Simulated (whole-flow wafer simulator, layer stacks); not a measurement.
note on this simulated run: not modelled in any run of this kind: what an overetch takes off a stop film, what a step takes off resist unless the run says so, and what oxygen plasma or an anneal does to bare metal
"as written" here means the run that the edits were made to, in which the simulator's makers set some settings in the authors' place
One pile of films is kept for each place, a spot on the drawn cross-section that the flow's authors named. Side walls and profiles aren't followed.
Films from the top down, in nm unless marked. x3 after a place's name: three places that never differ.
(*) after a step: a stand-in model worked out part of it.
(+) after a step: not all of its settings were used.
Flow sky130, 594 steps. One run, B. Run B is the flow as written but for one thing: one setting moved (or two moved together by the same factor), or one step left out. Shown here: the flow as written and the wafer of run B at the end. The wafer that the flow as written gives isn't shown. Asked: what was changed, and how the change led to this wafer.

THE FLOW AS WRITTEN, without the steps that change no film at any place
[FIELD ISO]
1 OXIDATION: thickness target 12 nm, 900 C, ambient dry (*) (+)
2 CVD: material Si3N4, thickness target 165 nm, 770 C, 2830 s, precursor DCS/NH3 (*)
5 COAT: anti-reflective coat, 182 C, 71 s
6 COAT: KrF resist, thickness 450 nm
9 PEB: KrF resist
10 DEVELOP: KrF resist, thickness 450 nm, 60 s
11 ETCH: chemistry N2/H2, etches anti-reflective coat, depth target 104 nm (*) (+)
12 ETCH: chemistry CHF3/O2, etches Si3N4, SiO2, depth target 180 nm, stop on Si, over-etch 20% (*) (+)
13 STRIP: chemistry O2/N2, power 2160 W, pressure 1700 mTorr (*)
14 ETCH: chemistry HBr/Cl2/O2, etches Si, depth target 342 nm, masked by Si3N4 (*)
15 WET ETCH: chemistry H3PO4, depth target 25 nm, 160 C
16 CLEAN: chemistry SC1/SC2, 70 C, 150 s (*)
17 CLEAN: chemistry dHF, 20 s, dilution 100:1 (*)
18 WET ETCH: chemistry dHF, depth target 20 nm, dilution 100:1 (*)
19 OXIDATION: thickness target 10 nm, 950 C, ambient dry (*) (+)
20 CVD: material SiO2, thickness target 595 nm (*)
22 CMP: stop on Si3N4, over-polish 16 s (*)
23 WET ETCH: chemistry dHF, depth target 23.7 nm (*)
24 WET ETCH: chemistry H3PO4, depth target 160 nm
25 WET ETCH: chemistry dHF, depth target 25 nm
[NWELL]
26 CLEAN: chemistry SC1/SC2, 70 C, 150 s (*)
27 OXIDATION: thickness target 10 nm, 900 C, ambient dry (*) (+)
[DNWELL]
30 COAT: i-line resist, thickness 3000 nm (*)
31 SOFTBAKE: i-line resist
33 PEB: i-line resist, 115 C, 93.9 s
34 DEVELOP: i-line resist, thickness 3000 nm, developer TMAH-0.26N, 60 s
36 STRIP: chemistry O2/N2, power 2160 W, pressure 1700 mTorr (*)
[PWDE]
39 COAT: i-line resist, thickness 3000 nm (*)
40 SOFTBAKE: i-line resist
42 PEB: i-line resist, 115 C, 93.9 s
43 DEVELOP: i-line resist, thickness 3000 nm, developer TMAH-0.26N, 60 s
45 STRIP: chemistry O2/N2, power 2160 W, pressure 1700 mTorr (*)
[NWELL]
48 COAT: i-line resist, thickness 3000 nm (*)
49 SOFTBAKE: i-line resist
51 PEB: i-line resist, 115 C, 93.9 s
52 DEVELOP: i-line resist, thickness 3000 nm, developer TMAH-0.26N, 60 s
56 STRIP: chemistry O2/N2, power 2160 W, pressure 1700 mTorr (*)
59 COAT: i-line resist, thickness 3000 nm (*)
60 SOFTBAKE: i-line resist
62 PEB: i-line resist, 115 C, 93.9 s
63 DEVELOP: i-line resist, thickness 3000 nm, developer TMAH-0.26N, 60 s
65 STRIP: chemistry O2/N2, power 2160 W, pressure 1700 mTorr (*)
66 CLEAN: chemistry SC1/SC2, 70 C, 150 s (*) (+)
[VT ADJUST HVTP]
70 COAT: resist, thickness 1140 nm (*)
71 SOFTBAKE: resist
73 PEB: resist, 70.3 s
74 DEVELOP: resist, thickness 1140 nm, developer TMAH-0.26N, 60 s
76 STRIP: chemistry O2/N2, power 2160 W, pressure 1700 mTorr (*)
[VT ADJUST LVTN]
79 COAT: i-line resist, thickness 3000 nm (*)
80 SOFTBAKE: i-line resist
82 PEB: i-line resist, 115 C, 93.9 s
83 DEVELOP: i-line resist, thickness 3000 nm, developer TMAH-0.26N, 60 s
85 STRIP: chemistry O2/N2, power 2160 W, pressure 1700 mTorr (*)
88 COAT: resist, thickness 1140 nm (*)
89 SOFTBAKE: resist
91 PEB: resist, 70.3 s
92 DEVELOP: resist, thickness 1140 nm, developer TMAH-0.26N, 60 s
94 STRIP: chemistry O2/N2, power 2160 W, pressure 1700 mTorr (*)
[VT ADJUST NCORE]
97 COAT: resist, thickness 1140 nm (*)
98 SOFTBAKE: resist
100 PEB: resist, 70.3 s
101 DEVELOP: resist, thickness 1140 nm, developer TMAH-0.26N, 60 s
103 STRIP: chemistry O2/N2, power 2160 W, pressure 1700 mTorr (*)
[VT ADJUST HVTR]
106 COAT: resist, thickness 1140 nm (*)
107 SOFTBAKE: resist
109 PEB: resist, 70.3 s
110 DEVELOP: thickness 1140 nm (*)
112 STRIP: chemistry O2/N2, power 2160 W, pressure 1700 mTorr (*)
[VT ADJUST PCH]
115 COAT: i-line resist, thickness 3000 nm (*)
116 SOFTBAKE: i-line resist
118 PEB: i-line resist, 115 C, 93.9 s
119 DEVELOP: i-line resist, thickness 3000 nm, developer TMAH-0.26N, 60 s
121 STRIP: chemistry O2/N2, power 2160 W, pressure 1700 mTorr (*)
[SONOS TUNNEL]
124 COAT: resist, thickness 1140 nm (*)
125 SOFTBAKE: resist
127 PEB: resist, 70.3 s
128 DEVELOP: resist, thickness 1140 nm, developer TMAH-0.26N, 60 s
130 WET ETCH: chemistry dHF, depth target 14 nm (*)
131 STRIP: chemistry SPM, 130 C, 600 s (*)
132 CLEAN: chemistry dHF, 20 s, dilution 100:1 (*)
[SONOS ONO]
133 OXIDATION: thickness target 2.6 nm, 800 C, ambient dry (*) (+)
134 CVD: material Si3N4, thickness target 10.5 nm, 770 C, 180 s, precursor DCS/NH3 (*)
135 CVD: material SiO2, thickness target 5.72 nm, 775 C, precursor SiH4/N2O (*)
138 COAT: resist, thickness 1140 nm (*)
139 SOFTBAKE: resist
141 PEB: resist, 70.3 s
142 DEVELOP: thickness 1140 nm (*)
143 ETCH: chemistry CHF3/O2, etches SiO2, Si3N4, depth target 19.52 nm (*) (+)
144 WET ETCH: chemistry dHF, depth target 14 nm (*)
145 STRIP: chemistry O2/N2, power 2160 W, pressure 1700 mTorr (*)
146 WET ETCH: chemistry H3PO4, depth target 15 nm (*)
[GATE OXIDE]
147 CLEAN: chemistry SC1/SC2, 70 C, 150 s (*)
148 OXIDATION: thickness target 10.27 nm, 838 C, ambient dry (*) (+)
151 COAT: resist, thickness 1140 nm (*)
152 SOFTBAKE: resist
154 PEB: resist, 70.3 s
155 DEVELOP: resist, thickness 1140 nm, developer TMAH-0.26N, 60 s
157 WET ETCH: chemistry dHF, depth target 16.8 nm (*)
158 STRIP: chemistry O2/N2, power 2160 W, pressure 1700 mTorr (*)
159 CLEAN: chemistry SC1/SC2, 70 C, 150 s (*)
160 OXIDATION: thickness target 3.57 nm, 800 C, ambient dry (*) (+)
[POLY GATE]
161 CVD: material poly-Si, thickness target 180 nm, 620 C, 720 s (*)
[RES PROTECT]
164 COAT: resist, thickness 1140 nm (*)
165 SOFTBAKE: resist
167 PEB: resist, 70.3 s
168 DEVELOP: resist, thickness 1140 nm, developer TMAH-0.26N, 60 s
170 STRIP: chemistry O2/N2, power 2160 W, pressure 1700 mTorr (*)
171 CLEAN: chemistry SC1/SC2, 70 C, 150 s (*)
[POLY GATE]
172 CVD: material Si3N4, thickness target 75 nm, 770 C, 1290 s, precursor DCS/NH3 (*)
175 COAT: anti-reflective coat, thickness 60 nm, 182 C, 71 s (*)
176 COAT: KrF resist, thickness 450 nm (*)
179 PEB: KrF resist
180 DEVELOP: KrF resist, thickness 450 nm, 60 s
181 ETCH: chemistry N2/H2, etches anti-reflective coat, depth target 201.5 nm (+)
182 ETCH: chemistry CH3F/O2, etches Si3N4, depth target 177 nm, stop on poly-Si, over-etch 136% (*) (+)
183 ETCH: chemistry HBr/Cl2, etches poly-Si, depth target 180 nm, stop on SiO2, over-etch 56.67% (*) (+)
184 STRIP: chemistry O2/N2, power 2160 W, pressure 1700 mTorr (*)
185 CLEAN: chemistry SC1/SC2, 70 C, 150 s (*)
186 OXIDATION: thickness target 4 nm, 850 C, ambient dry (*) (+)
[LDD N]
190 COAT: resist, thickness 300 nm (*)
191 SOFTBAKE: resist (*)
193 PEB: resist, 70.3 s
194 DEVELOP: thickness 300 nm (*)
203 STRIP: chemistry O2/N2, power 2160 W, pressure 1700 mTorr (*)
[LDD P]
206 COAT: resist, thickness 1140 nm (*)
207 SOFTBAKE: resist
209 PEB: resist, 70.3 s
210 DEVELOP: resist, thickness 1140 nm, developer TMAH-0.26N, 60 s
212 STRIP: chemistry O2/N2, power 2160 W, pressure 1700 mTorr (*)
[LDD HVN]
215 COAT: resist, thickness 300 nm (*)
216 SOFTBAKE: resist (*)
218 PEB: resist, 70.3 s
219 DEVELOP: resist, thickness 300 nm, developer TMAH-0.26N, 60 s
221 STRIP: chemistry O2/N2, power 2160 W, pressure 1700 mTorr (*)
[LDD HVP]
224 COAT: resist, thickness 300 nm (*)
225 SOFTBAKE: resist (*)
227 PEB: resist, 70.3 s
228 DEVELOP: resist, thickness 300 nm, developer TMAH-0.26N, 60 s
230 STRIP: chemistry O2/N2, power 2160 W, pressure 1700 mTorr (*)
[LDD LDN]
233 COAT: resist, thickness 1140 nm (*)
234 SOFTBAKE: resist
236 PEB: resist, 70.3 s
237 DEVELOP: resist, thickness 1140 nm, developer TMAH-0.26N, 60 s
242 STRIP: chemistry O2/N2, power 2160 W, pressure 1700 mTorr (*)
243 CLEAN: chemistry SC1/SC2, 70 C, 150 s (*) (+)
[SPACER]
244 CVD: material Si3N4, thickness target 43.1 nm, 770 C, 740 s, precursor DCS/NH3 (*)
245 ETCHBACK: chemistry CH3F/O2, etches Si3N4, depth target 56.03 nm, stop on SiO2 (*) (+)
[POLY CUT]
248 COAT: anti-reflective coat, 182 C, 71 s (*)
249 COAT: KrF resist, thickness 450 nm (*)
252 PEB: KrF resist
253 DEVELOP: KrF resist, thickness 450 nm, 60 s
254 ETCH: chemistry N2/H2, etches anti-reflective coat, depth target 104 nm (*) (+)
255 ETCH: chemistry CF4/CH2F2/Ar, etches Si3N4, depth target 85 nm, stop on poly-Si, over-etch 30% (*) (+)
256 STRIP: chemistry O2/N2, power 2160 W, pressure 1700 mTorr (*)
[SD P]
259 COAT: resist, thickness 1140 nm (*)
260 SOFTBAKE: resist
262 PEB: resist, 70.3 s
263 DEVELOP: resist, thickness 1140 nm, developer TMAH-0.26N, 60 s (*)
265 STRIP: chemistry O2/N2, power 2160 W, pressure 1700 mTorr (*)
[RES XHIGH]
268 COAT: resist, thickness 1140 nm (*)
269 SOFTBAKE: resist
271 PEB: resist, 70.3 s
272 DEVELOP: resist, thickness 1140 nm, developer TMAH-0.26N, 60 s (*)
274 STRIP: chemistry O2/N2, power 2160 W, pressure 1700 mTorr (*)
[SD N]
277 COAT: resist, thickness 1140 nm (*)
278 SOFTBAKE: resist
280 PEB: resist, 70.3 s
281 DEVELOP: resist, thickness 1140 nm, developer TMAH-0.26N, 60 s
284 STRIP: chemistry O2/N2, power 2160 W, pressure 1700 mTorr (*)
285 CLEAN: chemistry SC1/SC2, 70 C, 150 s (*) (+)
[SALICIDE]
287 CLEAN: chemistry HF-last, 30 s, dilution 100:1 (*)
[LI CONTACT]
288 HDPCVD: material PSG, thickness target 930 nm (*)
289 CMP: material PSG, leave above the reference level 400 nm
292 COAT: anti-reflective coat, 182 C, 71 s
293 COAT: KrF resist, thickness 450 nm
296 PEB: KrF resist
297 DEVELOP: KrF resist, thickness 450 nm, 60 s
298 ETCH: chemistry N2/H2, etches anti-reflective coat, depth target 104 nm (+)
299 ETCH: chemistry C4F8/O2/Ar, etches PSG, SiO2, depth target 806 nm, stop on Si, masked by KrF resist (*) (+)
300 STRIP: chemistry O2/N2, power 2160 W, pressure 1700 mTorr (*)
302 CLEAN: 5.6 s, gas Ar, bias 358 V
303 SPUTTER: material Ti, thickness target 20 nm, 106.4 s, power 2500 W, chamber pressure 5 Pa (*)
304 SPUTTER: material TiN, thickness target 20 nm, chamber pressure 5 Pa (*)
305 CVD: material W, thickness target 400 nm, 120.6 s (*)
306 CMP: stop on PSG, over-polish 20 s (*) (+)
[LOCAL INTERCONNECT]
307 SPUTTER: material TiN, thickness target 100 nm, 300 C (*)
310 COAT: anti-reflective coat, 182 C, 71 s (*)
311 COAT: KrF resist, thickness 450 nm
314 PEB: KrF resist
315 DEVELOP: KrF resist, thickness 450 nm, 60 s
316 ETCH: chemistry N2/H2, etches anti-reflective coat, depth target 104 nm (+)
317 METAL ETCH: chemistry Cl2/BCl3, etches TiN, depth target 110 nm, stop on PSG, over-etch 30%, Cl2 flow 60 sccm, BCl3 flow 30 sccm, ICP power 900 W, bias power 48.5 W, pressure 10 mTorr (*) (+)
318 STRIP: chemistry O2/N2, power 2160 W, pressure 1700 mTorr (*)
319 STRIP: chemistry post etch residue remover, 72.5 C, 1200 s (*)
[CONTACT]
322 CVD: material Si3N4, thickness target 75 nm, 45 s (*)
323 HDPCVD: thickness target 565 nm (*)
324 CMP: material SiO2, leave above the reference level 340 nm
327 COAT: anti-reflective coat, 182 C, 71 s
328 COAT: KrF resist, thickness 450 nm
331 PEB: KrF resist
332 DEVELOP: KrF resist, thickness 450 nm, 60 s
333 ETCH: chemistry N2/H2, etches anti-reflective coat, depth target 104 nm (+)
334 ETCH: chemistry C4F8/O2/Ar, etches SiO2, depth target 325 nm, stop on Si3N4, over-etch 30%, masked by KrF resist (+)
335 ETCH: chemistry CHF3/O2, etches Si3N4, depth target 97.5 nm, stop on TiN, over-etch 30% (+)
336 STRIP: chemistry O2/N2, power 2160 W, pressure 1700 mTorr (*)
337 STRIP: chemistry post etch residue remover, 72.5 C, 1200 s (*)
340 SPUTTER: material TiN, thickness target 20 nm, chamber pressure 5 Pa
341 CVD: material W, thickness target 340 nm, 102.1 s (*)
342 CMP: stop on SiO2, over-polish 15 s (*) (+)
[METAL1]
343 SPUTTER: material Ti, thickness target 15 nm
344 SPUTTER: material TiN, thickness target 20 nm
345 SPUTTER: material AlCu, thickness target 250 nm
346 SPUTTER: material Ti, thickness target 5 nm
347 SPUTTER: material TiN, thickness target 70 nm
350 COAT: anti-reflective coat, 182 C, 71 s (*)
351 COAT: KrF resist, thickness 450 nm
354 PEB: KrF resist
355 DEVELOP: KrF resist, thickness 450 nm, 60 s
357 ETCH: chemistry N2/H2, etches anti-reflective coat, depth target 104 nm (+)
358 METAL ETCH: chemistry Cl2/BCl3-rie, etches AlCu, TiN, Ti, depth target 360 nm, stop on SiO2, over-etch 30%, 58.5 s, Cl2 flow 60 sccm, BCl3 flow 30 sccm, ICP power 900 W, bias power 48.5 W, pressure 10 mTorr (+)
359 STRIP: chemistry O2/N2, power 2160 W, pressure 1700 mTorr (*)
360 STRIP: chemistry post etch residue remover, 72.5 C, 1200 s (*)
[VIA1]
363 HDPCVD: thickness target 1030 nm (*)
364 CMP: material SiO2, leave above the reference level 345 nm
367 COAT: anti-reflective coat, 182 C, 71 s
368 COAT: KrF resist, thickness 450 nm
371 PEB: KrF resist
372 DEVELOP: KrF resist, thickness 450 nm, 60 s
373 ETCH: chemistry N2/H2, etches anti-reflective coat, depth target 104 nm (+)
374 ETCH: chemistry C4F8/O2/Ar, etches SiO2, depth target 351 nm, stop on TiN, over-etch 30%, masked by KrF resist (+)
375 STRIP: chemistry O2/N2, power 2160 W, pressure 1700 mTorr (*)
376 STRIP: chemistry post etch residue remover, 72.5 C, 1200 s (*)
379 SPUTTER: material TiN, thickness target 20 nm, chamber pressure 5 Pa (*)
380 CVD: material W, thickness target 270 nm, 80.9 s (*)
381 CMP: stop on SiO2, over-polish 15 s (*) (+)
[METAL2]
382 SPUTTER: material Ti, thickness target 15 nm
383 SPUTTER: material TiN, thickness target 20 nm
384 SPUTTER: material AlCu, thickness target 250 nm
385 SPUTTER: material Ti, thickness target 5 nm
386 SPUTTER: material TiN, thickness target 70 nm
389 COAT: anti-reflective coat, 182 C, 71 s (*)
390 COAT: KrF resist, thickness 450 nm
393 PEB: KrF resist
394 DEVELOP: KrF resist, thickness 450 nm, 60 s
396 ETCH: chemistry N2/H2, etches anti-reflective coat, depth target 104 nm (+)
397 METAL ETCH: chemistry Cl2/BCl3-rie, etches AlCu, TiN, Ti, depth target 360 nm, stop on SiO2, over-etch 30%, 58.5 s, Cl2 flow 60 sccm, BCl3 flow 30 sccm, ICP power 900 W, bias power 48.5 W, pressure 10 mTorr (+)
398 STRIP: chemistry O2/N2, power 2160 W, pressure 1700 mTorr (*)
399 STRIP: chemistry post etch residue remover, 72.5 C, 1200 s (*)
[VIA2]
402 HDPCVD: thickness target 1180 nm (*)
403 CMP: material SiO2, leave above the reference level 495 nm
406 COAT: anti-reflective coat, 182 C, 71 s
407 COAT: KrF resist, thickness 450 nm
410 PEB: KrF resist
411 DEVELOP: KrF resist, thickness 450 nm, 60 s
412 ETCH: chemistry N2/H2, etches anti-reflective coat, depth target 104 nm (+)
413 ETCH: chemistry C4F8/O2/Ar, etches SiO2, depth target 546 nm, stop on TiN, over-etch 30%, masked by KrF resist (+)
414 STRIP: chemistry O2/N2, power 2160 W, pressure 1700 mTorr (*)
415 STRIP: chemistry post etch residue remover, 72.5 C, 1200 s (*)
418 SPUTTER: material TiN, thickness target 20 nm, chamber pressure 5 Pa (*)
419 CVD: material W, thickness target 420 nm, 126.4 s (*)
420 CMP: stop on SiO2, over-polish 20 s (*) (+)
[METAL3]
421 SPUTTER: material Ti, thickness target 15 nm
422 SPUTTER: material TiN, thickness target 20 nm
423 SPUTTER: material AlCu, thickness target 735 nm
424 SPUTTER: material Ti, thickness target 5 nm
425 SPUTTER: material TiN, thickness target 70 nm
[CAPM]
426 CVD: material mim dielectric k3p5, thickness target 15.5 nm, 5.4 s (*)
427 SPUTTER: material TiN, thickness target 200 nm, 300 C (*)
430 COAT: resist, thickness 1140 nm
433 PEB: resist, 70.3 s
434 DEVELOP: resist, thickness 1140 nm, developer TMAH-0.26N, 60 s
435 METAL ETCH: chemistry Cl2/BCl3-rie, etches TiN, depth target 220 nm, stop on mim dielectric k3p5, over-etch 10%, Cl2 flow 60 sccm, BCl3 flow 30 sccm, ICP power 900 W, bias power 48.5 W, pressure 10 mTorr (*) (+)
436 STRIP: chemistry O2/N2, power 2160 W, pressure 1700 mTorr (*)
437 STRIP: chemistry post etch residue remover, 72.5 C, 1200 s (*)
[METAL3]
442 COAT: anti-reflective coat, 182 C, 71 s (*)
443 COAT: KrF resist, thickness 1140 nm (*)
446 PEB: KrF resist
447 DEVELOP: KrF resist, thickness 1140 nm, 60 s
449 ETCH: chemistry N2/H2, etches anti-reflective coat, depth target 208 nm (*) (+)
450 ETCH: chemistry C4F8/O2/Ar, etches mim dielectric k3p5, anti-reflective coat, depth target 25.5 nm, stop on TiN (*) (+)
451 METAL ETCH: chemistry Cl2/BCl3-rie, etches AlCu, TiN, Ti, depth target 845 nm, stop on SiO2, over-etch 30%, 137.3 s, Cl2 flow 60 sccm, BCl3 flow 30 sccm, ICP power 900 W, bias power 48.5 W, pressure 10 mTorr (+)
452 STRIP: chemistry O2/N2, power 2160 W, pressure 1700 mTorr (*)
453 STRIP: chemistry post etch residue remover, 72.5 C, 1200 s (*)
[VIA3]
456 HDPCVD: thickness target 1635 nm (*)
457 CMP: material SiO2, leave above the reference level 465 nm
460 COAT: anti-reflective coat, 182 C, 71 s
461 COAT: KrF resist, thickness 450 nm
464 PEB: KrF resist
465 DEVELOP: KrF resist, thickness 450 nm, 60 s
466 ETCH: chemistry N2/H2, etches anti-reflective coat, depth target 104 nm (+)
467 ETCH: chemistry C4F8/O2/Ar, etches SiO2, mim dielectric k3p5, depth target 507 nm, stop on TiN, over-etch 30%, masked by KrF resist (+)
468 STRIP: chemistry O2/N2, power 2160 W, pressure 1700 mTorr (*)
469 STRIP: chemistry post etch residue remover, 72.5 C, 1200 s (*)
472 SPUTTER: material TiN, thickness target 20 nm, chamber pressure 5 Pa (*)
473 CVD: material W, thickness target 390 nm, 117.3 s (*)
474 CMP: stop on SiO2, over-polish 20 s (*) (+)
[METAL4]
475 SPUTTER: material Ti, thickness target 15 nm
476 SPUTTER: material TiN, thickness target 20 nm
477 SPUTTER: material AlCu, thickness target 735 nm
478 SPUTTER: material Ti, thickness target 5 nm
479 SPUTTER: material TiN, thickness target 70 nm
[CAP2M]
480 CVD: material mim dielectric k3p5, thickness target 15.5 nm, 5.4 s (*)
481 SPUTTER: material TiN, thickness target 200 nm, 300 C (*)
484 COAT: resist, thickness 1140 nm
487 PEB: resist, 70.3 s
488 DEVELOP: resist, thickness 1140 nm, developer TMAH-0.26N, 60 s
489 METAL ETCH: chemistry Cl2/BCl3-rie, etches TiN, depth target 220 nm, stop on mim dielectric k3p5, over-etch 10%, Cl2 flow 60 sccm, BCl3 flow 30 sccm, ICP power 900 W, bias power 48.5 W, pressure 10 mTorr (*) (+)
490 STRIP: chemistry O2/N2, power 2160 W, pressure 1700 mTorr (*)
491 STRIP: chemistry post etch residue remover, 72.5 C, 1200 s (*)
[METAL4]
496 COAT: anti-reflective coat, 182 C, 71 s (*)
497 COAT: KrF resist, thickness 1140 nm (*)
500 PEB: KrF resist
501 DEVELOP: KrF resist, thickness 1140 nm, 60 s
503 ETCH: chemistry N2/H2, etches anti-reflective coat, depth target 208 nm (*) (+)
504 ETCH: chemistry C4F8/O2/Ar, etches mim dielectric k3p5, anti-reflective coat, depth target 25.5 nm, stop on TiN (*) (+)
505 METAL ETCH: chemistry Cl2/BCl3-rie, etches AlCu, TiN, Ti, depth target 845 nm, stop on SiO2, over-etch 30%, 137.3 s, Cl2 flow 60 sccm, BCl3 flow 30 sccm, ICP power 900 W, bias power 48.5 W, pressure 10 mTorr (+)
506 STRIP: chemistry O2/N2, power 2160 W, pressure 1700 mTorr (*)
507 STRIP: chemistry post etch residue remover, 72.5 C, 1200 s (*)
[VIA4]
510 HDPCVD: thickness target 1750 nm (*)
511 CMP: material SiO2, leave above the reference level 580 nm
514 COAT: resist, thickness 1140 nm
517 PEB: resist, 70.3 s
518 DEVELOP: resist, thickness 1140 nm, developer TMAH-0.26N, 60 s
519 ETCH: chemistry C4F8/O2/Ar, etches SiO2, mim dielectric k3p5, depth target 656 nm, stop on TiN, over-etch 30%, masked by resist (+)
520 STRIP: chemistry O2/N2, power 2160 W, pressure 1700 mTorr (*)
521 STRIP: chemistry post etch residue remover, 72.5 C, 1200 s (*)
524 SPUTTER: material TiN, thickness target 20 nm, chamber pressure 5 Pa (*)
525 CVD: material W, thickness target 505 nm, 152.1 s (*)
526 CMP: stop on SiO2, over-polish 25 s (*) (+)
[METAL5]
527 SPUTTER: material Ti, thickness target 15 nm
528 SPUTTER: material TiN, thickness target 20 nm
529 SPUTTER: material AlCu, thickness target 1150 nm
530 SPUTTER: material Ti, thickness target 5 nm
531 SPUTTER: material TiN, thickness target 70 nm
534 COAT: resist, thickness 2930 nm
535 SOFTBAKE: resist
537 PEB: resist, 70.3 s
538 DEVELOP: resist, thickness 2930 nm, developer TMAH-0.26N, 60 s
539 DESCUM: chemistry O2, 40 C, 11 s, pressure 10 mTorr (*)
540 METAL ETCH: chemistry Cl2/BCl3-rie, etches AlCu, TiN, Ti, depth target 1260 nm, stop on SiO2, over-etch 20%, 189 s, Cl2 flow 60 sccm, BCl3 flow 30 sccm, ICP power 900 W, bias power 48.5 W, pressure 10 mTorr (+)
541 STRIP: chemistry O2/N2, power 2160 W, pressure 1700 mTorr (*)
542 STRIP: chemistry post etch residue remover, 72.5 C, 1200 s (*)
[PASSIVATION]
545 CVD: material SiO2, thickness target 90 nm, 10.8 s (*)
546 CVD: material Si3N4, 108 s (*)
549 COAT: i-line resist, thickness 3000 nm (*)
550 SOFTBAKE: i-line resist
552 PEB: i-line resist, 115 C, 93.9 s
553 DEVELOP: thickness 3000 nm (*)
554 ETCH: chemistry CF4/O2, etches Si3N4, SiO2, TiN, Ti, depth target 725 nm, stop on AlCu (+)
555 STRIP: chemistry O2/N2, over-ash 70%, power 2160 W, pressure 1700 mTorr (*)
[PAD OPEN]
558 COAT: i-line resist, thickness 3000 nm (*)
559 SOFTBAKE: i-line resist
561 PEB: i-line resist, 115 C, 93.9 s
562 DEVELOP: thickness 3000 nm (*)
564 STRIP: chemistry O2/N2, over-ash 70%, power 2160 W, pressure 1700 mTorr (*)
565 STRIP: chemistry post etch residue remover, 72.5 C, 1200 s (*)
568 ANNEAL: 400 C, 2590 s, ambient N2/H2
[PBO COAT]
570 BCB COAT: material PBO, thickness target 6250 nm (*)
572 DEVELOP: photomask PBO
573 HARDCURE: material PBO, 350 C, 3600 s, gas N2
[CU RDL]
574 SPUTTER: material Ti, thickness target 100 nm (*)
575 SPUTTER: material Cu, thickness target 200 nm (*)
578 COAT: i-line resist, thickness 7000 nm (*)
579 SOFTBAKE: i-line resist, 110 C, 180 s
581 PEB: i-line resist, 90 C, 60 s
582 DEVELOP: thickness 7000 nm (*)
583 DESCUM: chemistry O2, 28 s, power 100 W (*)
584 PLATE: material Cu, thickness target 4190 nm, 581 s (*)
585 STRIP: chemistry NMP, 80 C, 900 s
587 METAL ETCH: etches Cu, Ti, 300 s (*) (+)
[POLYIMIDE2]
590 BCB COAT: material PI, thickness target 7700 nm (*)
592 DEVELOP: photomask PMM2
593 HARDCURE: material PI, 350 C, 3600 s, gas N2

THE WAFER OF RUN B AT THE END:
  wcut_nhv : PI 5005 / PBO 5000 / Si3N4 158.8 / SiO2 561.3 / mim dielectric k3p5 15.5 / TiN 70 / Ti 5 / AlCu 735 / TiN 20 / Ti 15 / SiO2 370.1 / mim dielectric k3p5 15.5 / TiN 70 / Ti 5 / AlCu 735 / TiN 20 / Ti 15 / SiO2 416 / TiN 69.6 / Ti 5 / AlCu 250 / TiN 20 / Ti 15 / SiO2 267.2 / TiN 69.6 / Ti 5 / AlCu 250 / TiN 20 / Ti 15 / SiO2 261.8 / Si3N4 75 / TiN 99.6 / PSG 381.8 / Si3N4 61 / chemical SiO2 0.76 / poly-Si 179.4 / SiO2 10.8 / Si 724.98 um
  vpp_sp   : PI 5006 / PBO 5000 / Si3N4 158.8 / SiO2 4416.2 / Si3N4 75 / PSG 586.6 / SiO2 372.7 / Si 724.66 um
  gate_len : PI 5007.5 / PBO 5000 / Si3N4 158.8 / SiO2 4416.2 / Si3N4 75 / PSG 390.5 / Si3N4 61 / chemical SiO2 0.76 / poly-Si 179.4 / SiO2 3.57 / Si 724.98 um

The cause: step 540, METAL ETCH: depth target 1449 nm was run, where the flow has depth target 1260 nm; step 540, METAL ETCH: 217 s was run, where the flow has 189 s.

How the change led to this, step by step:
  540 METAL ETCH: chemistry Cl2/BCl3-rie, etches AlCu, TiN, Ti, depth target 1260 nm, stop on SiO2, over-etch 20%, 189 s, Cl2 flow 60 sccm, BCl3 flow 30 sccm, ICP power 900 W, bias power 48.5 W, pressure 10 mTorr (+)
      field, active, gate and 175 more: TiN -70 (all of it), Ti -5 (all of it), AlCu -1150 (all of it), TiN -20 (all of it), Ti -15 (all of it), SiO2 -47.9 (as written it would be: TiN -70 (all of it), Ti -5 (all of it), AlCu -1150 (all of it), TiN -20 (all of it), Ti -15 (all of it), SiO2 -25.2)
      n_well, p_well, sd_n and 12 more: resist -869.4 (as written it would be: resist -756)
  541 STRIP: chemistry O2/N2, power 2160 W, pressure 1700 mTorr (*)
      n_well, p_well, sd_n and 9 more: resist -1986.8 (all of it) (as written it would be: resist -2100.2 (all of it))
      m1, via4_hole: resist -1988.9 (all of it) (as written it would be: resist -2102.3 (all of it))
      (and at 1 more place)
  550 SOFTBAKE: i-line resist
      gate: i-line resist -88 (as written it would be: i-line resist -85.5)
      spacer: i-line resist -100.4 (as written it would be: i-line resist -97.5)
      (and at 47 more places)
  559 SOFTBAKE: i-line resist
      gate: i-line resist -88 (as written it would be: i-line resist -85.5)
      gate_hv: i-line resist +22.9 (as written it would be: i-line resist +22.2)
      (and at 49 more places)
  578 COAT: i-line resist, thickness 7000 nm (*)
      pad: i-line resist +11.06 um (new film) (as written it would be: i-line resist +11.08 um (new film))
  582 DEVELOP: thickness 7000 nm (*)
      pad: i-line resist -11.06 um (all of it) (as written it would be: i-line resist -11.08 um (all of it))
